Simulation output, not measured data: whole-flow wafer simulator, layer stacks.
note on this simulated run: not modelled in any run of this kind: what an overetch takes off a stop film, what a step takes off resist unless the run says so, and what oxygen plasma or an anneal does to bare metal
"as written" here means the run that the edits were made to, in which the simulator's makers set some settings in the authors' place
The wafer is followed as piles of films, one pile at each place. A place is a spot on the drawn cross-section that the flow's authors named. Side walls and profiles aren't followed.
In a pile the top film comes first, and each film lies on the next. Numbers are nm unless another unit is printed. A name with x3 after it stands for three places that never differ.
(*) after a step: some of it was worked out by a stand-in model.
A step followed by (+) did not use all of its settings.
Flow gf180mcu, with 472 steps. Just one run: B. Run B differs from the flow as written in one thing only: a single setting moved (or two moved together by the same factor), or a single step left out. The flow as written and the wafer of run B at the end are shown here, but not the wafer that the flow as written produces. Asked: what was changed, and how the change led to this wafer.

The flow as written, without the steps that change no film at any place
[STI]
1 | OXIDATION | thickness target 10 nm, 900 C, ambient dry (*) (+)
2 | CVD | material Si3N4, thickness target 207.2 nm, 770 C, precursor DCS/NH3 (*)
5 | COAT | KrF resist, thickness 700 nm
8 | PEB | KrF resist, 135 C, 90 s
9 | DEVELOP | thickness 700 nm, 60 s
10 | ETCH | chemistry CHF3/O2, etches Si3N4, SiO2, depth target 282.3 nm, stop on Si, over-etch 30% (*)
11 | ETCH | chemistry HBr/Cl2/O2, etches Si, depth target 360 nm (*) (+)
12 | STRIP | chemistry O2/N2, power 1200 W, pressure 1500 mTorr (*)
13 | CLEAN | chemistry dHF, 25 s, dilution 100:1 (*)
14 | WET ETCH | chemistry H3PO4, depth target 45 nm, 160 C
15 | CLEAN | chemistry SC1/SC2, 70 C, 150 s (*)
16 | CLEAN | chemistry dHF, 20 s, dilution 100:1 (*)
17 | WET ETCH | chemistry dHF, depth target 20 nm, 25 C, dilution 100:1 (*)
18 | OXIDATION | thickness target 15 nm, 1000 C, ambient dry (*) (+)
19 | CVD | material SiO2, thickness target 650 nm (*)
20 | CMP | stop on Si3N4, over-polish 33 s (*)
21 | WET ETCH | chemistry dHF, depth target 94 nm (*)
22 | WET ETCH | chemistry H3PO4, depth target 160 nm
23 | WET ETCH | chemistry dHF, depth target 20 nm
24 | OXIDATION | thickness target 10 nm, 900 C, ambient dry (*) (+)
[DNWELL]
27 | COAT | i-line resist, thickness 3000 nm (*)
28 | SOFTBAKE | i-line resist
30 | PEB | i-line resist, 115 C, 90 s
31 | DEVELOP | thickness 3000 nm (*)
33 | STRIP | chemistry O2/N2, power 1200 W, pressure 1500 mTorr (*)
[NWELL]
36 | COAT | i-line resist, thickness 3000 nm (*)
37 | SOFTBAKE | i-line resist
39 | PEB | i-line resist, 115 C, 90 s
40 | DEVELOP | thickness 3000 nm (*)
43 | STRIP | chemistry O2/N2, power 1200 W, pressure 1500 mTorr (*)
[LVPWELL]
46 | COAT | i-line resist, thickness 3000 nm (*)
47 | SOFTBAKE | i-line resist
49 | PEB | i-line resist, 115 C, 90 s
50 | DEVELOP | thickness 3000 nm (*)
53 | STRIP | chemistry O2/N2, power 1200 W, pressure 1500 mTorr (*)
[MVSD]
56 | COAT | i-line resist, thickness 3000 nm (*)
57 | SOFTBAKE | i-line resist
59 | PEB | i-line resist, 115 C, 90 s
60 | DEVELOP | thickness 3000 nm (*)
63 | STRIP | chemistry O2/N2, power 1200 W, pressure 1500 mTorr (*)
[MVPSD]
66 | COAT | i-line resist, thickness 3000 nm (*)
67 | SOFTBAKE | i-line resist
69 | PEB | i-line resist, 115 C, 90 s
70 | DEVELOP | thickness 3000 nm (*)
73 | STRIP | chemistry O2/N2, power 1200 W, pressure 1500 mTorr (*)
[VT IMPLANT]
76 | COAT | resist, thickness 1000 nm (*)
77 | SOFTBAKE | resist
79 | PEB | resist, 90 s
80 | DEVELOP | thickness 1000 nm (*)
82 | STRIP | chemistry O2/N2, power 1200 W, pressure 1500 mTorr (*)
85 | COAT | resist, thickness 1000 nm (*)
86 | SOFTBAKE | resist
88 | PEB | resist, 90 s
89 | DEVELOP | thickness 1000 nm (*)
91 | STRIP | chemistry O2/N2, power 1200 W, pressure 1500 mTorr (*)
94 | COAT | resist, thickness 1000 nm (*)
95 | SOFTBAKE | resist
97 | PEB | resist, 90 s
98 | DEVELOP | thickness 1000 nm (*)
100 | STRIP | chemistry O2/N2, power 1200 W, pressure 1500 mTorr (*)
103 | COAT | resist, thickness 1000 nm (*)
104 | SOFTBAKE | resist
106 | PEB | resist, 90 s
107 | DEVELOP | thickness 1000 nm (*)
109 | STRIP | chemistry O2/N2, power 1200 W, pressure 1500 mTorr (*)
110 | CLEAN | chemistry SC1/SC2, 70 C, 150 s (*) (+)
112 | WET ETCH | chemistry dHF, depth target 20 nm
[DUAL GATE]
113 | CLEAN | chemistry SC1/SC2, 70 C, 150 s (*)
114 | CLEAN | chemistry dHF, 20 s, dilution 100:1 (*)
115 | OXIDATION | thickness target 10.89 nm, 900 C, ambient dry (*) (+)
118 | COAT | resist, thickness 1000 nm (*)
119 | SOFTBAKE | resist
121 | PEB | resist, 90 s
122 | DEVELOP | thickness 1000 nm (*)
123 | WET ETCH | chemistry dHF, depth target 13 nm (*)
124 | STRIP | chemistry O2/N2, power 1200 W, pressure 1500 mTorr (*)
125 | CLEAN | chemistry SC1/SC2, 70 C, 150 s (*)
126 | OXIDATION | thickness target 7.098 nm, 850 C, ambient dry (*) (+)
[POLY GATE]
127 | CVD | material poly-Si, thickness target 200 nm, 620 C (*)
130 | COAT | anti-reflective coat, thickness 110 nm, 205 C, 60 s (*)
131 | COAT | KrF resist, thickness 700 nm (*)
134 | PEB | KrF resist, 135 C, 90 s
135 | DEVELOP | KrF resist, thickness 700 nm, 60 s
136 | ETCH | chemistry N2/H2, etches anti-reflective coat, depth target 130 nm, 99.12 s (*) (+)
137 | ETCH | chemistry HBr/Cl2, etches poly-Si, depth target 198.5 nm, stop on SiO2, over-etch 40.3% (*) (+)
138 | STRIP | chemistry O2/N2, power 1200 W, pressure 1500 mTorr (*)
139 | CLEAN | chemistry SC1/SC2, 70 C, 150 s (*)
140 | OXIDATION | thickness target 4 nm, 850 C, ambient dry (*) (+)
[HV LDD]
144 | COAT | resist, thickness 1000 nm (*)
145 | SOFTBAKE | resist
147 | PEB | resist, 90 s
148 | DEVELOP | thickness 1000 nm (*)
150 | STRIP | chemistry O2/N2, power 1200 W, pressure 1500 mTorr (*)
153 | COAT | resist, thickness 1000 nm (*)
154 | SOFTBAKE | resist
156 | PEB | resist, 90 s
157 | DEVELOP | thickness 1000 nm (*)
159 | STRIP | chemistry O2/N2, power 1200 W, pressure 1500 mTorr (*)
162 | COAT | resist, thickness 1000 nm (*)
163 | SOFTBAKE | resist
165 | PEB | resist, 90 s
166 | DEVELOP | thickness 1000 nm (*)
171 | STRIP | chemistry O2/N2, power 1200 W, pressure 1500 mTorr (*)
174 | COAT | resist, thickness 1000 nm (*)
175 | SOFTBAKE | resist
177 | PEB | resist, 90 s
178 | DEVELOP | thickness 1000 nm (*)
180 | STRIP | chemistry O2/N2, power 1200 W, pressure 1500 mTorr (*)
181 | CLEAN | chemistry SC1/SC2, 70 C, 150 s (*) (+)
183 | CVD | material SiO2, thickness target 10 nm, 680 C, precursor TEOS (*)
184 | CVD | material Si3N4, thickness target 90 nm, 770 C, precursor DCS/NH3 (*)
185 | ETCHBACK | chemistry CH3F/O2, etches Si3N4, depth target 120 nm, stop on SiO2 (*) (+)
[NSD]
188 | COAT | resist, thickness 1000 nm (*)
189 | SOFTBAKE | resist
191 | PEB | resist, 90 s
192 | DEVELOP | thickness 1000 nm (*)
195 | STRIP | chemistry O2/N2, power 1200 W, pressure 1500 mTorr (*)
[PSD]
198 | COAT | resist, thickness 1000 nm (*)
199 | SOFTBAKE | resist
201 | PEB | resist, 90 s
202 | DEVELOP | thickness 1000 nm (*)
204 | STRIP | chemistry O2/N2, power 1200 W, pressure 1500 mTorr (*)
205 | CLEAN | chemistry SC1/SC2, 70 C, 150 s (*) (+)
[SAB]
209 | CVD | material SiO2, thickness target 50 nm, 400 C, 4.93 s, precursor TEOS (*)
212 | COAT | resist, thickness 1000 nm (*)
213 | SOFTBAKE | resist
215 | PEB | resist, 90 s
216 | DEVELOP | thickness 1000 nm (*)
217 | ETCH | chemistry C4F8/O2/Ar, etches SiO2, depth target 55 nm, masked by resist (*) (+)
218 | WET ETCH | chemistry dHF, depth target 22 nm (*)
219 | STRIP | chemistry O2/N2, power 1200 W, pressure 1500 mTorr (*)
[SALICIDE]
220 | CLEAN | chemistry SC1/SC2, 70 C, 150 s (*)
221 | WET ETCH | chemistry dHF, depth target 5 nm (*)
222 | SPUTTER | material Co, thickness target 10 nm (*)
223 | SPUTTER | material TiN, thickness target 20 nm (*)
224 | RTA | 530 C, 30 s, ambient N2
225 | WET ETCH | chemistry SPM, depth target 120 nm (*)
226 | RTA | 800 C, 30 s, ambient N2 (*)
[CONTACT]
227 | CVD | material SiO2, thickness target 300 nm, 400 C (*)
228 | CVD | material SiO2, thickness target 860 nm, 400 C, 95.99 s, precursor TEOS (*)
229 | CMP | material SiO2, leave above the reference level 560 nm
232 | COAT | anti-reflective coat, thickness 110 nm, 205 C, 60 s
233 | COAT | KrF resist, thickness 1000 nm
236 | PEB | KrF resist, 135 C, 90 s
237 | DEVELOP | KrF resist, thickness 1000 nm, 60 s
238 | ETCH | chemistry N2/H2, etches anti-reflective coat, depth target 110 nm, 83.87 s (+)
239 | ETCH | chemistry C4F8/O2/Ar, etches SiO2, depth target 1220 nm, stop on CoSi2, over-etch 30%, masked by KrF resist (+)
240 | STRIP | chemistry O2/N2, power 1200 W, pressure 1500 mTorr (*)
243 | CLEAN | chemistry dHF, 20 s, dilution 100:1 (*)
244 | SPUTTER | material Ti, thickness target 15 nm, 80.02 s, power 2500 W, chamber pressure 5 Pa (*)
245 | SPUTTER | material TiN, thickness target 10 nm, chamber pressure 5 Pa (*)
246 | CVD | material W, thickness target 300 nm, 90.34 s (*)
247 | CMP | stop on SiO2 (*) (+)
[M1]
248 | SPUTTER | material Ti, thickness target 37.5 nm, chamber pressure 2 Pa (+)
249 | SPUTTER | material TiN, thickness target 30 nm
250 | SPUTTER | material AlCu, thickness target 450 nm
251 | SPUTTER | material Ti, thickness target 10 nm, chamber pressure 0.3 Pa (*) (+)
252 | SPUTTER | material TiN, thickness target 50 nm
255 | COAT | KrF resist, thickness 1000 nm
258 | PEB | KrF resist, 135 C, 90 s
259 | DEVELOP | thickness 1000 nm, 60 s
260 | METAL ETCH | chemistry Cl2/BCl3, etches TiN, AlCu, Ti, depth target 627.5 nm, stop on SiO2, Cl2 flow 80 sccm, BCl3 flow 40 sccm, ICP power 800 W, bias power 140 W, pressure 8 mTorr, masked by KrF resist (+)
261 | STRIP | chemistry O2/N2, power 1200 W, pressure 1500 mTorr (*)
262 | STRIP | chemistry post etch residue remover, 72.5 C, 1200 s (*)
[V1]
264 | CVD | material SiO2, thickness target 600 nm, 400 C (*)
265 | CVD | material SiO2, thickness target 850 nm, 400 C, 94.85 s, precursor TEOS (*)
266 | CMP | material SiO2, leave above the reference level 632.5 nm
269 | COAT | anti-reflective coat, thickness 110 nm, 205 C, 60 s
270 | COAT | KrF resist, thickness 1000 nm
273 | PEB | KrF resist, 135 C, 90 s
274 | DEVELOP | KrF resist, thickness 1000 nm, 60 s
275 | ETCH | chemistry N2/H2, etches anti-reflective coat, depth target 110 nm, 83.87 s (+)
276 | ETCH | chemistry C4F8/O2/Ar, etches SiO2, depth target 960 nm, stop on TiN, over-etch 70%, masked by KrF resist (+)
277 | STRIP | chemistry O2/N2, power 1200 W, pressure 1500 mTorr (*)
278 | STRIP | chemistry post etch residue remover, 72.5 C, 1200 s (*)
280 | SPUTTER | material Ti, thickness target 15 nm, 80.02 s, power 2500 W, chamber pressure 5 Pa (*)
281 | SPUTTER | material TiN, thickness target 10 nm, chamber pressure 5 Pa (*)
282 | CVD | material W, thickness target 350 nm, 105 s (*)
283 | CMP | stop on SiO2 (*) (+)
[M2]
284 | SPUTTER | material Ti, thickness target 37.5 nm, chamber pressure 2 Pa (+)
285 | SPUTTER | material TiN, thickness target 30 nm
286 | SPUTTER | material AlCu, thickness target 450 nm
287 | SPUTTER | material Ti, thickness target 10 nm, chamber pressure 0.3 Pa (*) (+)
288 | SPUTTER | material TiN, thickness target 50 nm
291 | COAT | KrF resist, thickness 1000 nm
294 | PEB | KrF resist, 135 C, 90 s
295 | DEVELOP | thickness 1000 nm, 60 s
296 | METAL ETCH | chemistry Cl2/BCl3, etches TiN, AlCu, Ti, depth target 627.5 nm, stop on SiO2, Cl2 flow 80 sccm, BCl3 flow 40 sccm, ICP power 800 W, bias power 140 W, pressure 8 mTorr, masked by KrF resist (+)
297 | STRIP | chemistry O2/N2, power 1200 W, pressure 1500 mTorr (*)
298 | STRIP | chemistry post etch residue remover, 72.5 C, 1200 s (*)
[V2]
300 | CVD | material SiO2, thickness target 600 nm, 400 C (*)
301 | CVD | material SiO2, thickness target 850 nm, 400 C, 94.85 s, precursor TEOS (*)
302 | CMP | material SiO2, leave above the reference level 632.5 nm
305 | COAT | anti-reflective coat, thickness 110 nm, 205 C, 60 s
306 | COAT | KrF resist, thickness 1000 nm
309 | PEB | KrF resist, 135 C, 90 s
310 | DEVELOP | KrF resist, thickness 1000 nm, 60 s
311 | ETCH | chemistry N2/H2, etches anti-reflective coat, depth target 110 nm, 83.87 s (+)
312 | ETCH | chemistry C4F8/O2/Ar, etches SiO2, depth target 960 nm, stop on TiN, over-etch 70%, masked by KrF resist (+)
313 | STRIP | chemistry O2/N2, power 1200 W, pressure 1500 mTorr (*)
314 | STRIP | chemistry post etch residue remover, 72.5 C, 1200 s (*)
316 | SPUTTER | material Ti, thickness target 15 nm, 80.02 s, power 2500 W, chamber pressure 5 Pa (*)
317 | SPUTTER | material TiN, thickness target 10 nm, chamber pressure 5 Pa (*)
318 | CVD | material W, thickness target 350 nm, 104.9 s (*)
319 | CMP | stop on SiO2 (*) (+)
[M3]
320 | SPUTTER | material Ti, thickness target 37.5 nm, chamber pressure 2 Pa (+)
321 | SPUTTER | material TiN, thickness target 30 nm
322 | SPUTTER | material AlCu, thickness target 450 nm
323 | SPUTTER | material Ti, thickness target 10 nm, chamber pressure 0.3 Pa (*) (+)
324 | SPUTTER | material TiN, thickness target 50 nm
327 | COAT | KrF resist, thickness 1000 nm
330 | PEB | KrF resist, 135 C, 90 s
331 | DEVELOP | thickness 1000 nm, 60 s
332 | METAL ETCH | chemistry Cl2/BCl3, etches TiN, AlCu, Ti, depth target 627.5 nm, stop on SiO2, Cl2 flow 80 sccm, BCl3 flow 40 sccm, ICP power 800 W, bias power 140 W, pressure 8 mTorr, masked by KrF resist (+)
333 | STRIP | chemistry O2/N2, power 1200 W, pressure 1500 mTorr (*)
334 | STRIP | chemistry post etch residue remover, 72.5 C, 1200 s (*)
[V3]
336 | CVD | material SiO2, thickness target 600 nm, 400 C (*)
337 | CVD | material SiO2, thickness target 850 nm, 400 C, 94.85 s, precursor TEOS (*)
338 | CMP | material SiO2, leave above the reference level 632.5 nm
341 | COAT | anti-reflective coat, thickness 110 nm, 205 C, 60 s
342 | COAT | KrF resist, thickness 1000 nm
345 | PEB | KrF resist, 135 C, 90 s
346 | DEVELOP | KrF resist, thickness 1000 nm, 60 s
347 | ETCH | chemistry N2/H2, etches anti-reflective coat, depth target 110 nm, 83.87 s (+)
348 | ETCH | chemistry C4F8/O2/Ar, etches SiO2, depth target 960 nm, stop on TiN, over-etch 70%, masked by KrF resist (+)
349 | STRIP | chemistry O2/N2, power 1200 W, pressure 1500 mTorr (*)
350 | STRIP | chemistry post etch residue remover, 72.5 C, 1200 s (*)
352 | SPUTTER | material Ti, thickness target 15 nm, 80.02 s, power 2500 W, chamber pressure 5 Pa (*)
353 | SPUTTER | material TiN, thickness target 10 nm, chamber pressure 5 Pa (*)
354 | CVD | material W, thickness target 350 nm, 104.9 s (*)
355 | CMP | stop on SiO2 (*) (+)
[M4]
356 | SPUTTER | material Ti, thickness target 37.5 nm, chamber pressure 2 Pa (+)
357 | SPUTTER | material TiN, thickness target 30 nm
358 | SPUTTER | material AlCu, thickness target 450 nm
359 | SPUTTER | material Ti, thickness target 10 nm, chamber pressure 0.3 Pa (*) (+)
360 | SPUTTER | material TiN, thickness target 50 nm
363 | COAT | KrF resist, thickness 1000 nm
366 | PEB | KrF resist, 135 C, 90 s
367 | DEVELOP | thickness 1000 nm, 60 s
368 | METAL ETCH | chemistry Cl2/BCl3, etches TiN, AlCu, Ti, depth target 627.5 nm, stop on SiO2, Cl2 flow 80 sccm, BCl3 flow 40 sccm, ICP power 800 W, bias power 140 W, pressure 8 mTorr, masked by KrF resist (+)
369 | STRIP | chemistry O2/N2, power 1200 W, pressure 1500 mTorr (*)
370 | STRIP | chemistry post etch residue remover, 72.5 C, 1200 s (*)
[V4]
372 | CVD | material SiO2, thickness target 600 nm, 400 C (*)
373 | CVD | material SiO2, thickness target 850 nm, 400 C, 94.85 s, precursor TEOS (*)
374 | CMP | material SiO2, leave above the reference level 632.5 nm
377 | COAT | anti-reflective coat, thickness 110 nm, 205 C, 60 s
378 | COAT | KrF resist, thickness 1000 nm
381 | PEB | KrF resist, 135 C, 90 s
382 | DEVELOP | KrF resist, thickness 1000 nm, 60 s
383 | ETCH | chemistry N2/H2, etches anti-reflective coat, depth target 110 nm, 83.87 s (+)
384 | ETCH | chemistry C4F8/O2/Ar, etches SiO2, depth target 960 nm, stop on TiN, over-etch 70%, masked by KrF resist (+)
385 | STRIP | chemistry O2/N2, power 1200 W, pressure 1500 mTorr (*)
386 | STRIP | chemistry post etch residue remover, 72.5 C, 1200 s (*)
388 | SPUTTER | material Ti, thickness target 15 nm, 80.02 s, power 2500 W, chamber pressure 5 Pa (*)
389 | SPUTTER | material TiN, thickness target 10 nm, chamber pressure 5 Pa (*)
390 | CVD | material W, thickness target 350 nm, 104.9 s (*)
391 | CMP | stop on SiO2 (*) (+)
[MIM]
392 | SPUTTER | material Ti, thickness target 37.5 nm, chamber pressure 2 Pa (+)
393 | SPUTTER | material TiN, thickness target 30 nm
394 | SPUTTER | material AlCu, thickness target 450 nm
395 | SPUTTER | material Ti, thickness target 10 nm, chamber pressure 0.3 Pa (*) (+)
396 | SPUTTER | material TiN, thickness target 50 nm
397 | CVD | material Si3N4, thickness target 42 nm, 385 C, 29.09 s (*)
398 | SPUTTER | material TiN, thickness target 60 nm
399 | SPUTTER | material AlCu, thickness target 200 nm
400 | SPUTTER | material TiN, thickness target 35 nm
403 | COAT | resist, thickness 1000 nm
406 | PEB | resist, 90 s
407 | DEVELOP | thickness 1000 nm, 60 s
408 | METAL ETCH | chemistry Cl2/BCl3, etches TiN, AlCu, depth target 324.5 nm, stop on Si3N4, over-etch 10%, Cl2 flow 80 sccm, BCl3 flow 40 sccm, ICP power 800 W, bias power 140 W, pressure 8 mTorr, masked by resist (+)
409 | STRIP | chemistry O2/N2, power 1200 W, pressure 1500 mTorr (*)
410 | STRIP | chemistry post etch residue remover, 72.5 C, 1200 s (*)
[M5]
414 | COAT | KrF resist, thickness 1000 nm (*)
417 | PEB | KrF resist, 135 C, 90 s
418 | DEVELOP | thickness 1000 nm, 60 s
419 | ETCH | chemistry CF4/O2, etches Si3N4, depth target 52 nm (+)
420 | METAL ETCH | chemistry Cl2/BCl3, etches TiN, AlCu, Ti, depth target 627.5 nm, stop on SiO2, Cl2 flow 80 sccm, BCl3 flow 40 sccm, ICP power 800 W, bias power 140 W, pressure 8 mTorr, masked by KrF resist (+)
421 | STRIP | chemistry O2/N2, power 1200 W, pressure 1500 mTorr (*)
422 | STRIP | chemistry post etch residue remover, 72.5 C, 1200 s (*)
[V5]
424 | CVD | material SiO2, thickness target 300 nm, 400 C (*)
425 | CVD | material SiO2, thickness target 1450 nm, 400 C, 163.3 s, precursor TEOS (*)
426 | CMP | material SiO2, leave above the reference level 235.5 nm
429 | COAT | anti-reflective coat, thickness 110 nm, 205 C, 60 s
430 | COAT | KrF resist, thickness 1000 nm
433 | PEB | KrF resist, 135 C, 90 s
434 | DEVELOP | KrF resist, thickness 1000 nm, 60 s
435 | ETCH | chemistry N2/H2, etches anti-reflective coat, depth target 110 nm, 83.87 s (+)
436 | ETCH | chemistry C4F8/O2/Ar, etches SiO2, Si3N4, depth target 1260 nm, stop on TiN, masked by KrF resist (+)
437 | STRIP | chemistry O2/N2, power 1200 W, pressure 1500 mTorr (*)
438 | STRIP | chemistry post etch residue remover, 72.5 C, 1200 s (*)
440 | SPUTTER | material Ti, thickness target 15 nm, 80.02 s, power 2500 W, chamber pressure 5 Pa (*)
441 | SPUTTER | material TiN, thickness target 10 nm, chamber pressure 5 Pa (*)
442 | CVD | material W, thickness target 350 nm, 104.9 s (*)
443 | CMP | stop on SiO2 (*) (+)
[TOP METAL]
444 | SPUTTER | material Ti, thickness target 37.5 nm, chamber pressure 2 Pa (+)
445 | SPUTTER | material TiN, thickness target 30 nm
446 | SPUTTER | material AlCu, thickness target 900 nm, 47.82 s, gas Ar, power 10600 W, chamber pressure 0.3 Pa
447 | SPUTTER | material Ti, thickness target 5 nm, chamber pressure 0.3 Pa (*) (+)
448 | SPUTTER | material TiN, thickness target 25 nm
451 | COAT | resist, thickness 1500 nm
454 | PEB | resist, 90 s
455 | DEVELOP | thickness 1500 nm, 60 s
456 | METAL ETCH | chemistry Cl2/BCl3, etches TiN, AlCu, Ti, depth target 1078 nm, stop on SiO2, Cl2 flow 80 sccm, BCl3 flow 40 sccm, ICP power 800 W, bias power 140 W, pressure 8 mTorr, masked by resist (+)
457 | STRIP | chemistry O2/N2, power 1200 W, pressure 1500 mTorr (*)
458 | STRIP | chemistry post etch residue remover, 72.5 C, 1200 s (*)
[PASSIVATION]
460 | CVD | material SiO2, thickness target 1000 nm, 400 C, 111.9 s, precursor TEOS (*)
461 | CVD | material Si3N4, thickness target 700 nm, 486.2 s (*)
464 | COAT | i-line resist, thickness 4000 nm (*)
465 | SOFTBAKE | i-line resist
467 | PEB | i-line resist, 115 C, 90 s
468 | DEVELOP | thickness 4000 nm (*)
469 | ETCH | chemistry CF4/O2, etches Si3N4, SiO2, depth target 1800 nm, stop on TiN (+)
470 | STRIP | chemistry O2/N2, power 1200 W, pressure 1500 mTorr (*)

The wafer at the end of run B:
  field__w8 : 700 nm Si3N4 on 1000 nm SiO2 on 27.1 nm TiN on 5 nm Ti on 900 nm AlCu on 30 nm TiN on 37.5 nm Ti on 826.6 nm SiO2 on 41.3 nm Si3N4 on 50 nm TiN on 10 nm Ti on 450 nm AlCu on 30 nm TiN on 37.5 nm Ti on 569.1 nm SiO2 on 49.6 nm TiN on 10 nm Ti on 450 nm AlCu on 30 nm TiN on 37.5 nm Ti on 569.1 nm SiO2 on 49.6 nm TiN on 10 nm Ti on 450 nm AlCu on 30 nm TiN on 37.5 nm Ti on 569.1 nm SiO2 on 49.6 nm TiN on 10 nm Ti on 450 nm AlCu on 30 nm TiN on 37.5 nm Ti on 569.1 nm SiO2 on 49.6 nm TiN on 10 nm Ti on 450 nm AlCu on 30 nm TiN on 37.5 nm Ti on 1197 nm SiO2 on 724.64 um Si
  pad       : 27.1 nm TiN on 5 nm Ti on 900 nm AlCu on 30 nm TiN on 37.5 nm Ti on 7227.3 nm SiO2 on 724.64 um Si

The reason: step 448, SPUTTER: thickness target 27.5 nm was run, whereas the flow has thickness target 25 nm.

The path from the change to this, step by step:
  448 | SPUTTER | material TiN, thickness target 25 nm
      field, field__w1, field__w2 and 109 more: +27.5 TiN (new film) (in the flow as written it would be: +25 TiN (new film))
  456 | METAL ETCH | chemistry Cl2/BCl3, etches TiN, AlCu, Ti, depth target 1078 nm, stop on SiO2, Cl2 flow 80 sccm, BCl3 flow 40 sccm, ICP power 800 W, bias power 140 W, pressure 8 mTorr, masked by resist (+)
      field, field__w1, field__w2 and 103 more: -27.5 TiN (all of it), -5 Ti (all of it), -900 AlCu (all of it), -30 TiN (all of it), -37.5 Ti (all of it) (in the flow as written it would be: -25 TiN (all of it), -5 Ti (all of it), -900 AlCu (all of it), -30 TiN (all of it), -37.5 Ti (all of it))
